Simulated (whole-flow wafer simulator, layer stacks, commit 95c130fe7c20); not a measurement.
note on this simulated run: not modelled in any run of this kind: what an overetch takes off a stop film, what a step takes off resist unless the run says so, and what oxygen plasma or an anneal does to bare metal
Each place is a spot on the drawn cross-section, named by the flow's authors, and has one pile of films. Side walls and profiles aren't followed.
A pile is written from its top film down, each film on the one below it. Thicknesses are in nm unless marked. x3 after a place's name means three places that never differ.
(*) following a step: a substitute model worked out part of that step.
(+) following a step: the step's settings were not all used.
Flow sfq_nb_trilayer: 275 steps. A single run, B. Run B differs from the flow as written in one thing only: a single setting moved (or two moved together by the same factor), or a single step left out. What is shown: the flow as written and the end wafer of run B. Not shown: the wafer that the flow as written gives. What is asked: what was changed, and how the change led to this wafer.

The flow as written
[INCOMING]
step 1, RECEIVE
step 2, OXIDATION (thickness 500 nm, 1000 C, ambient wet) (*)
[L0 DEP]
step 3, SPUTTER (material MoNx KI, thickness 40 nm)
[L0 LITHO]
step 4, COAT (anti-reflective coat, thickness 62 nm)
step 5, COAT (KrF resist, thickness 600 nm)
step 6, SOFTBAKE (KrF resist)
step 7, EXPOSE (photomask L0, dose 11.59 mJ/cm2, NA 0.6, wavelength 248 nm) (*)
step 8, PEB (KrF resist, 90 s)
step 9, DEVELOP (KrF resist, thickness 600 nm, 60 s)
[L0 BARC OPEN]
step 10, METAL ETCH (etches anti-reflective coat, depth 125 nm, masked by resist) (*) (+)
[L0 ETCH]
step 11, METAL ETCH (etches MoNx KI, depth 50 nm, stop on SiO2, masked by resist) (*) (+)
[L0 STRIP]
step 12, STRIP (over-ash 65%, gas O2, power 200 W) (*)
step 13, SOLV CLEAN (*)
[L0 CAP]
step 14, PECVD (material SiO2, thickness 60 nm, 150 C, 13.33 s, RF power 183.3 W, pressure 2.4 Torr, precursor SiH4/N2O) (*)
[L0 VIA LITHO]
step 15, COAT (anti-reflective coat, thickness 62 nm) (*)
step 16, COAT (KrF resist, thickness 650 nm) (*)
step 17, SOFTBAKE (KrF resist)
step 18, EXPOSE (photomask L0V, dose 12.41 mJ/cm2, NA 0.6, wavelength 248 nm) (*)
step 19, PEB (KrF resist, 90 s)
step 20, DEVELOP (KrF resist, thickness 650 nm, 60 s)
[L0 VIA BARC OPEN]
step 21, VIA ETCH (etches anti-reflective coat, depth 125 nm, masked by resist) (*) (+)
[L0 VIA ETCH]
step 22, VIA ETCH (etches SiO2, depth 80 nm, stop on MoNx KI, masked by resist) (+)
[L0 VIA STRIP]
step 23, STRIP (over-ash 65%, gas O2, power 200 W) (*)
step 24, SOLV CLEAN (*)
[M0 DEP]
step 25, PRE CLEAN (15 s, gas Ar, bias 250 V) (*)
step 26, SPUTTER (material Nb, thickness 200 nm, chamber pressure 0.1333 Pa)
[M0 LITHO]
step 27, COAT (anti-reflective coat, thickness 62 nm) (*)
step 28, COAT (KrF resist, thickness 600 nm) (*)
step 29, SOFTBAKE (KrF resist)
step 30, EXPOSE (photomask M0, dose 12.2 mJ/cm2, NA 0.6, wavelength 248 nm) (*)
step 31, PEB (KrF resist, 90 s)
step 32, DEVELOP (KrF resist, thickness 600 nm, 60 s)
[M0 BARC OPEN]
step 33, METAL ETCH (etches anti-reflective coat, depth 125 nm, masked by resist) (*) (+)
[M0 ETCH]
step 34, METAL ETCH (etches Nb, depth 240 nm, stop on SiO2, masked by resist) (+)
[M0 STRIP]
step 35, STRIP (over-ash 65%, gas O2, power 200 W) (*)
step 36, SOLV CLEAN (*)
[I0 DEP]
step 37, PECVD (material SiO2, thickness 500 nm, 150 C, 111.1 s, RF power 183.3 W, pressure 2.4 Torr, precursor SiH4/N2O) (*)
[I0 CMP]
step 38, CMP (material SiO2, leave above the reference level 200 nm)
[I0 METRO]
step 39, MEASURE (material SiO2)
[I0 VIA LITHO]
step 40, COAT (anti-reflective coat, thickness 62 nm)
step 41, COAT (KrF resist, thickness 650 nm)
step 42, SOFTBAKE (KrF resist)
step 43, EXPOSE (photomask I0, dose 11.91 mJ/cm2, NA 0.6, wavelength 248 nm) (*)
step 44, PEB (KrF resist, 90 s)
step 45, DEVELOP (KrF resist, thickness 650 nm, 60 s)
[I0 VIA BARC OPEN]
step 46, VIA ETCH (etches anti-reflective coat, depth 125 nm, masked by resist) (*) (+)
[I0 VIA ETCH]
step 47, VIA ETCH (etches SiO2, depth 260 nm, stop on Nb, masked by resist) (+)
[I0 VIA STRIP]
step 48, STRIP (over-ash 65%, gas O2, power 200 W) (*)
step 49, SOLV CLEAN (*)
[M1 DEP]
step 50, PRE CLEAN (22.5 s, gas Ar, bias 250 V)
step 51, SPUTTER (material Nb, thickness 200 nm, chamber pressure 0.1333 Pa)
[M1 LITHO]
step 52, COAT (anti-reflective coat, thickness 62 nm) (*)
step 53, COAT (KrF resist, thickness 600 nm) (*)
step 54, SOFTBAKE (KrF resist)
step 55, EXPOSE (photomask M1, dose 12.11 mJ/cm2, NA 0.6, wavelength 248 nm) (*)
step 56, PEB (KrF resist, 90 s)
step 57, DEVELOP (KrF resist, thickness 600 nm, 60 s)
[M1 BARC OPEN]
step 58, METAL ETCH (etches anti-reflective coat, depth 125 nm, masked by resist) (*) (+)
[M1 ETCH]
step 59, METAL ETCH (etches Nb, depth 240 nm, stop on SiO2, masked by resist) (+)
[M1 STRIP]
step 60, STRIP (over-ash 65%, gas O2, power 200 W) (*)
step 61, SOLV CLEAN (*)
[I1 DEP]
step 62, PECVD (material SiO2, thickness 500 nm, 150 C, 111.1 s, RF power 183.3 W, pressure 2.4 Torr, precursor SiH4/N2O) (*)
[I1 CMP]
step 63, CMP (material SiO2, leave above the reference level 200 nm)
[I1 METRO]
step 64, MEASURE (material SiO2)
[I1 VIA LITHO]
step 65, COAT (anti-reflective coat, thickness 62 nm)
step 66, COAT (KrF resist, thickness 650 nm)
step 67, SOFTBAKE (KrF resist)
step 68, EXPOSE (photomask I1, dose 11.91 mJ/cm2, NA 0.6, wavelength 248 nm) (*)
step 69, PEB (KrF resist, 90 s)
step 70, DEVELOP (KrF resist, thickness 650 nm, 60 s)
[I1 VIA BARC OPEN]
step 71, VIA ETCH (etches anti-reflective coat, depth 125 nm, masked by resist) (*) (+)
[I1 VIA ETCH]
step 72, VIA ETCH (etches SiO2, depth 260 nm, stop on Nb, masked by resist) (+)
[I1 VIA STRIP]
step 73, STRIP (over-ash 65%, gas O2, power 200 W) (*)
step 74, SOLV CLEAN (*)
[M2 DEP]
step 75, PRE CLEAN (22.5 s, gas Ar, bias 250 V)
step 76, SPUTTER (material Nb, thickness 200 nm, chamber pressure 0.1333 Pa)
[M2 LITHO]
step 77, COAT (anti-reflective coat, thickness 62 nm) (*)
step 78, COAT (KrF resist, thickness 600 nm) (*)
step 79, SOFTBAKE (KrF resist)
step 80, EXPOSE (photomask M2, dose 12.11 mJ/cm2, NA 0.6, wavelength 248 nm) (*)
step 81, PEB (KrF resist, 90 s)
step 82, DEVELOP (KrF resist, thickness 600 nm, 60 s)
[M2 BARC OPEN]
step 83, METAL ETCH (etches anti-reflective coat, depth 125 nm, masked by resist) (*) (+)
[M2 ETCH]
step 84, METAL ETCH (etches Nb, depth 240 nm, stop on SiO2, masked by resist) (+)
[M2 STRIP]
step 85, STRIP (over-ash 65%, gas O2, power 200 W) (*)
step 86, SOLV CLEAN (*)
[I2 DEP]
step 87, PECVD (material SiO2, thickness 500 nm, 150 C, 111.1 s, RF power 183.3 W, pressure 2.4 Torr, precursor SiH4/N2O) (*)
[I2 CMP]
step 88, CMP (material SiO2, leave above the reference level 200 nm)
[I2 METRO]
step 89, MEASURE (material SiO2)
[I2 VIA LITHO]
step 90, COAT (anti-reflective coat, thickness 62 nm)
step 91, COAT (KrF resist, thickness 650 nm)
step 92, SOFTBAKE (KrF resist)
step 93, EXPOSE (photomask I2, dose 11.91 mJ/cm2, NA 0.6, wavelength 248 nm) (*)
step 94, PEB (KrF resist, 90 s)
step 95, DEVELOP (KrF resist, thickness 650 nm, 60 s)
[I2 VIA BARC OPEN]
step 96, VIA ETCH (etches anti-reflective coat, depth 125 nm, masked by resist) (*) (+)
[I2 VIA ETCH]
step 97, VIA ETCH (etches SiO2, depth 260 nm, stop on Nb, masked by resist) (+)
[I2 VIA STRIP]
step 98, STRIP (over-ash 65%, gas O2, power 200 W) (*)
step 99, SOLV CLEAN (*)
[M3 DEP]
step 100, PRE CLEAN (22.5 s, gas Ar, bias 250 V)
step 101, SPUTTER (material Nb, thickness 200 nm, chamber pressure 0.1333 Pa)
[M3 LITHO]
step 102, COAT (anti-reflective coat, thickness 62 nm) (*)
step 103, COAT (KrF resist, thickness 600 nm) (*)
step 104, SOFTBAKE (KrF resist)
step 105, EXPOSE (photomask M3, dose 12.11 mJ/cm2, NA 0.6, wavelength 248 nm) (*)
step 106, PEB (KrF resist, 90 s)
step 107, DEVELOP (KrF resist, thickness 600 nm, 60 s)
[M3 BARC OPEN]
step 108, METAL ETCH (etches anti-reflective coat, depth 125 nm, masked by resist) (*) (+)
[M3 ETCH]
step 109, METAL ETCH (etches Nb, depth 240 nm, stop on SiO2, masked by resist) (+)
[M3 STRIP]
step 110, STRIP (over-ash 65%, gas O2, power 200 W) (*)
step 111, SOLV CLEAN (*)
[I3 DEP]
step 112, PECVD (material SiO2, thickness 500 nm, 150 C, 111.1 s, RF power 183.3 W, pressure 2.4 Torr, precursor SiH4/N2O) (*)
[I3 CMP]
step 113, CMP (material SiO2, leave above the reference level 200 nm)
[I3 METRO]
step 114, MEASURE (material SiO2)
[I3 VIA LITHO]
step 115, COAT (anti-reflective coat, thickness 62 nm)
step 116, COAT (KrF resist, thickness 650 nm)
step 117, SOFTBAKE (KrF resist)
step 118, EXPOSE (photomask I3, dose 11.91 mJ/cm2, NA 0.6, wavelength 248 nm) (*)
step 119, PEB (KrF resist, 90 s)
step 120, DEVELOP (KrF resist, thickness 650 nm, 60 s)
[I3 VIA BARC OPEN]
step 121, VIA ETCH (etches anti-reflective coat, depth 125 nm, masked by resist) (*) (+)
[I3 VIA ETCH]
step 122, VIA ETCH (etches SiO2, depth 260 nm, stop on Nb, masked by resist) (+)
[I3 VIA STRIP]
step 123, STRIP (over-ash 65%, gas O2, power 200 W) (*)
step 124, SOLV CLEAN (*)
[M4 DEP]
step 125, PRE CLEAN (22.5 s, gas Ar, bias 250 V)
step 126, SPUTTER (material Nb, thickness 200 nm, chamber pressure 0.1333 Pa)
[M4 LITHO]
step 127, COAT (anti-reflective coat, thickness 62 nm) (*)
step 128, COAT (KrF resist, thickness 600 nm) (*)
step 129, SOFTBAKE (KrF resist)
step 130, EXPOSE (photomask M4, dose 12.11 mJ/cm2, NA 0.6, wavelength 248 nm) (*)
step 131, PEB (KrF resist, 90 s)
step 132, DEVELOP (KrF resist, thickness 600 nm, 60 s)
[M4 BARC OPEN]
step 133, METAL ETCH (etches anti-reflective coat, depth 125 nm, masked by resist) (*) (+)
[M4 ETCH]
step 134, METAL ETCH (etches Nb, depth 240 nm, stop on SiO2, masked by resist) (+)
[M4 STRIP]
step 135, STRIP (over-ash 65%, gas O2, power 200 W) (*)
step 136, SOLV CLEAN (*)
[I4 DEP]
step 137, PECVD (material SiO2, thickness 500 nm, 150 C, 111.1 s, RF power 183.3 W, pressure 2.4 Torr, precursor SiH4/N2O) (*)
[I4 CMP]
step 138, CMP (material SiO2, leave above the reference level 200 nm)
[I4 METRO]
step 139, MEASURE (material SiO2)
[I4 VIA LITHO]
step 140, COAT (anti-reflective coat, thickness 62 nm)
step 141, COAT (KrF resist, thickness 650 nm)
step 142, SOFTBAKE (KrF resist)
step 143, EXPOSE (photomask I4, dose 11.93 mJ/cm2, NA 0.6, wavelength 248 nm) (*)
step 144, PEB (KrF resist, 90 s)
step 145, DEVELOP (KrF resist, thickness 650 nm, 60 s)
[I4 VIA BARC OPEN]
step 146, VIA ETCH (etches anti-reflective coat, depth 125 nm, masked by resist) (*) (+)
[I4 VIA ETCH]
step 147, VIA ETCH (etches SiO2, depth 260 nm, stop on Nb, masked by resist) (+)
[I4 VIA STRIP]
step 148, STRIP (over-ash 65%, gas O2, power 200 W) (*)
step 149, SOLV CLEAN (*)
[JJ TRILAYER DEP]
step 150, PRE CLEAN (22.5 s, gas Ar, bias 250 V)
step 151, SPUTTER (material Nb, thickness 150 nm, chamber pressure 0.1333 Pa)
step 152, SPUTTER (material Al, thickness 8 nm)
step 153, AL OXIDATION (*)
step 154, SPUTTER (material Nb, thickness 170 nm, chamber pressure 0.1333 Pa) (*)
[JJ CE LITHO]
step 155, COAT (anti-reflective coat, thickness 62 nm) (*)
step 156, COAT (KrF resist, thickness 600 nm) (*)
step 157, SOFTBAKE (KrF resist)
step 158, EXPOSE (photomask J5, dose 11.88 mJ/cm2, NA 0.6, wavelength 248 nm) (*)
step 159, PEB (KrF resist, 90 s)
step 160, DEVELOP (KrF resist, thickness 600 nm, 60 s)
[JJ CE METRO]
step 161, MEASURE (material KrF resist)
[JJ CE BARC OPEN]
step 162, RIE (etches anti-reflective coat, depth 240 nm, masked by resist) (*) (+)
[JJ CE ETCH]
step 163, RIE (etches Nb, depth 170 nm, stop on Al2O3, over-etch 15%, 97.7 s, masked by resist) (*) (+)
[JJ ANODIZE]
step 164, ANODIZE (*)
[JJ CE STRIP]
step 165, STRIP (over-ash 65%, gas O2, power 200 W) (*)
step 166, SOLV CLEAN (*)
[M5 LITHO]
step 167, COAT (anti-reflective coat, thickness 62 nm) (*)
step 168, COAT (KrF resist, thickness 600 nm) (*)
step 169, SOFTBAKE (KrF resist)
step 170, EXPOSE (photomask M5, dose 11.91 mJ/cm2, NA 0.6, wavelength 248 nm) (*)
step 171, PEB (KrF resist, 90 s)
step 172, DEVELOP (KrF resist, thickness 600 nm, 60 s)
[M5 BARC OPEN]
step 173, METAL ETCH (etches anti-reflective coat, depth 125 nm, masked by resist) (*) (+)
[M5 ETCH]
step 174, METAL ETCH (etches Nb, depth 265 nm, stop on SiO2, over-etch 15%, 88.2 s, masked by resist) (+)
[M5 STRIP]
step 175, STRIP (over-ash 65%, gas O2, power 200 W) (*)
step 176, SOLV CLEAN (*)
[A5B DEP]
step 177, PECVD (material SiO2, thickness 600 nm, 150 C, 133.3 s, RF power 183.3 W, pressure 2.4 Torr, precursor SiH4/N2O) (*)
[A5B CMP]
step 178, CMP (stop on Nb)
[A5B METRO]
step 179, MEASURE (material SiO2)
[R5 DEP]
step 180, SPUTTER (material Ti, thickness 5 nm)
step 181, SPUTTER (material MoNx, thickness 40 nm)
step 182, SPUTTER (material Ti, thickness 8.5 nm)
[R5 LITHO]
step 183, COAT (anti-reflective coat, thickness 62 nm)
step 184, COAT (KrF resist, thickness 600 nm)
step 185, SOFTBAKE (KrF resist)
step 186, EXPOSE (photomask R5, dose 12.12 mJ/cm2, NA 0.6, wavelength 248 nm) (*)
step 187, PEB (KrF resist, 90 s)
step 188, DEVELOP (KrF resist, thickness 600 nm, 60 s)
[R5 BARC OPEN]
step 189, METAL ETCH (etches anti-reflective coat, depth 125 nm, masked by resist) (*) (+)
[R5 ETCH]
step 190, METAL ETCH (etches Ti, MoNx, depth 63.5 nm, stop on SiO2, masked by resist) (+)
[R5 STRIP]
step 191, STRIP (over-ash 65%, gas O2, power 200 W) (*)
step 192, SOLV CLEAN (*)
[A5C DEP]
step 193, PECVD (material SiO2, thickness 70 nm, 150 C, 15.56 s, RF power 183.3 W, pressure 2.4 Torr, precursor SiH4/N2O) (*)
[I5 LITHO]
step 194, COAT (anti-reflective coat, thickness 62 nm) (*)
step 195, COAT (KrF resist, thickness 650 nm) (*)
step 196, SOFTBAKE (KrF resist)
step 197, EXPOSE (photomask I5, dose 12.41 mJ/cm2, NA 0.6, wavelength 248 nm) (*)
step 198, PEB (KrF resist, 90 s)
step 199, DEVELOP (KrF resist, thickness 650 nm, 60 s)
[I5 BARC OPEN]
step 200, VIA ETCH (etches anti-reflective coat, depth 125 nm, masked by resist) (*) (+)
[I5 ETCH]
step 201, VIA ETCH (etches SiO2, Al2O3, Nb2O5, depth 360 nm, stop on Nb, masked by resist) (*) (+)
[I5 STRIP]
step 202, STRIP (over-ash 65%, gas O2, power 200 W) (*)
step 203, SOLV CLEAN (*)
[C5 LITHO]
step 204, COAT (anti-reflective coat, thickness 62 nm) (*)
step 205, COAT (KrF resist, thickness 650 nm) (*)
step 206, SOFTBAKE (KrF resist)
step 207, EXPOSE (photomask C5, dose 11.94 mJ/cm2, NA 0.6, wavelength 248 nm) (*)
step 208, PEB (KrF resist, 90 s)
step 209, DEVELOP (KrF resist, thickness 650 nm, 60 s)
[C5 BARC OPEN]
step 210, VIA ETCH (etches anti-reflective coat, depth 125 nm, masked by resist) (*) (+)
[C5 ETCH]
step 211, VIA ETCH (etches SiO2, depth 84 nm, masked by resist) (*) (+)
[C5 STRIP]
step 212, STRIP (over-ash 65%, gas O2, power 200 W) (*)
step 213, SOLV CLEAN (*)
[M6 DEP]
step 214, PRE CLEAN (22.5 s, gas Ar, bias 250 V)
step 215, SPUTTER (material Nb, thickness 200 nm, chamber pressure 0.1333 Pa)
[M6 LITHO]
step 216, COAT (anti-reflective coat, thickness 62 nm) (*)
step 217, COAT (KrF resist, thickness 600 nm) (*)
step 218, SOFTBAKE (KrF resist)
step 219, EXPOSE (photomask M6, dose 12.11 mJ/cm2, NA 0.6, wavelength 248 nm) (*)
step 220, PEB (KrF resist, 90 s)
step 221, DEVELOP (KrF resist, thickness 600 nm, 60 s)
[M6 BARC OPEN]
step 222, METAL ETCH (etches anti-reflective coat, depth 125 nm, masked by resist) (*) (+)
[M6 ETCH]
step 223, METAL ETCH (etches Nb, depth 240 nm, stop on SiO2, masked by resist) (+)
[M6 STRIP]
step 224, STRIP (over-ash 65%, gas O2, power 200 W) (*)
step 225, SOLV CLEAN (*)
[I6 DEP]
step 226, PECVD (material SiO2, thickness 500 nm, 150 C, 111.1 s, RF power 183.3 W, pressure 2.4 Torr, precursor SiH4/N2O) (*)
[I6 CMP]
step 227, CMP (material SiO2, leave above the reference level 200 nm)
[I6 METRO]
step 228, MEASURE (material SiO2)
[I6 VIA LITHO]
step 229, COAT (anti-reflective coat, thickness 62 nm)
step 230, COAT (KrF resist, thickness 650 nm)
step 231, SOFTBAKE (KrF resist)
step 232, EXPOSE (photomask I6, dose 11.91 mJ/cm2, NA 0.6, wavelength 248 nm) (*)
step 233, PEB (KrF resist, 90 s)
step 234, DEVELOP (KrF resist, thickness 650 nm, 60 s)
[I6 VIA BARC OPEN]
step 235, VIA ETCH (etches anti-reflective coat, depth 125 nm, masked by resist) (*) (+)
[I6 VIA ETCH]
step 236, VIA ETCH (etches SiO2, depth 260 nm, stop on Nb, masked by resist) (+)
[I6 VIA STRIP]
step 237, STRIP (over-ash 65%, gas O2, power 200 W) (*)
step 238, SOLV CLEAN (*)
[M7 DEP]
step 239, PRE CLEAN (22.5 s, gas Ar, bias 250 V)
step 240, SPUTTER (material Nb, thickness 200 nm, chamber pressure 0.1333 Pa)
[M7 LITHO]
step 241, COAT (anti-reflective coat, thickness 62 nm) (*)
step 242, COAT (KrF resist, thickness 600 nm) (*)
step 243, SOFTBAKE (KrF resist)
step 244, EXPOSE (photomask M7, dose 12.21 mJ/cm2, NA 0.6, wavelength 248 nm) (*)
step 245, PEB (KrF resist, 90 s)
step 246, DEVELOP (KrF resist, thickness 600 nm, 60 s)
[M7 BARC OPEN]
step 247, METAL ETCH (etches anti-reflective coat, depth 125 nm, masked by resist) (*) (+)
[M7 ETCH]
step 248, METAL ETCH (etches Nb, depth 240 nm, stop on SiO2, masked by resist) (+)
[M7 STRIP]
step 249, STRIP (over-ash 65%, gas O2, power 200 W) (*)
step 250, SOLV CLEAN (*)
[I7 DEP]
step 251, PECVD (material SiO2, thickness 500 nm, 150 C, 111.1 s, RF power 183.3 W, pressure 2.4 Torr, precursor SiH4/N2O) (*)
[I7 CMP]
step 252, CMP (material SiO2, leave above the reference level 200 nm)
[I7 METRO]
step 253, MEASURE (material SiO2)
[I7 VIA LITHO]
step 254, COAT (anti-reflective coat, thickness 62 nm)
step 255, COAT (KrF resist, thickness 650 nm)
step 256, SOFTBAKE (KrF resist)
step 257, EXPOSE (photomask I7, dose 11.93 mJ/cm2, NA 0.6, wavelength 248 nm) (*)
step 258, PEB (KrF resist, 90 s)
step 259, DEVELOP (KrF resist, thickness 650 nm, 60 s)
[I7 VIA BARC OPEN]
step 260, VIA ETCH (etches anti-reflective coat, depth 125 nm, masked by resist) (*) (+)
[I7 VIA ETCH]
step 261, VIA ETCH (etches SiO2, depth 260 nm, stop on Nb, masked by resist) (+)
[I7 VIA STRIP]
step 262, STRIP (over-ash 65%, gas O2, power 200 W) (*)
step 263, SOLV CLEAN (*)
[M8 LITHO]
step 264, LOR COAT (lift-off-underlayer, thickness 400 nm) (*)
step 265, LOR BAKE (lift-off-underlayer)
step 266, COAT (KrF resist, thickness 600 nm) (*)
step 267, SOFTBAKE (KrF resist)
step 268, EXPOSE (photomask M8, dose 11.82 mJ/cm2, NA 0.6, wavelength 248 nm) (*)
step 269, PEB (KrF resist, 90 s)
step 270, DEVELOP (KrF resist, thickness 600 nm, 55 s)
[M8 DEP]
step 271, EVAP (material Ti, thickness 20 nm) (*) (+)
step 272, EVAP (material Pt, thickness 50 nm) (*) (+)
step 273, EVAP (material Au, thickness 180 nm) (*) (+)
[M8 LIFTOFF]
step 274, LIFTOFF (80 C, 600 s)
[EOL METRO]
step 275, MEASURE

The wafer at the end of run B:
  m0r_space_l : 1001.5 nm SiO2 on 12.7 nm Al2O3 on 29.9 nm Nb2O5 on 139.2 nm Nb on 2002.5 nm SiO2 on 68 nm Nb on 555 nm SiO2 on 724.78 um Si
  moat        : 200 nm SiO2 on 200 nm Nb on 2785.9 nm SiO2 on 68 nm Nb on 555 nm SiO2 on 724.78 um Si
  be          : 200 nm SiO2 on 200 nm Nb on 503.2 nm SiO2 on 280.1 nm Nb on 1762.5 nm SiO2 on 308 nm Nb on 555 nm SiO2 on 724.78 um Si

What caused this: step 26, SPUTTER: thickness 308 nm was run, though the flow has thickness 200 nm.
The wafer lets one read it off: be has Nb 308, and step 26 as written asks for 200 nm.

How this came from the change, step by step:
  step 26, SPUTTER (material Nb, thickness 200 nm, chamber pressure 0.1333 Pa)
      field_l, v_sur, via_wl and 102 more: Nb gains 308 (new film) (it would be, as written: Nb gains 200 (new film))
      l0v: Nb gains 304 (new film) (it would be, as written: Nb gains 195.7 (new film))
  step 34, METAL ETCH (etches Nb, depth 240 nm, stop on SiO2, masked by resist) (+)
      moat, m0r_space_l, m0r_space_r: Nb loses 240 (it would be, as written: Nb loses 200 (all of it))
  step 37, PECVD (material SiO2, thickness 500 nm, 150 C, 111.1 s, RF power 183.3 W, pressure 2.4 Torr, precursor SiH4/N2O) (*)
      moat, m0r_space_l, m0r_space_r: SiO2 gains 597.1 (new film) (it would be, as written: SiO2 gains 557.1)
Taking metal films that touch as one body, m0r_space_l has 2 bodies (between them, from the top down: SiO2 2002.5); the flow as written gives 1 body.
Taking metal films that touch as one body, moat has 2 bodies (between them, from the top down: SiO2 2785.9); the flow as written gives 1 body.
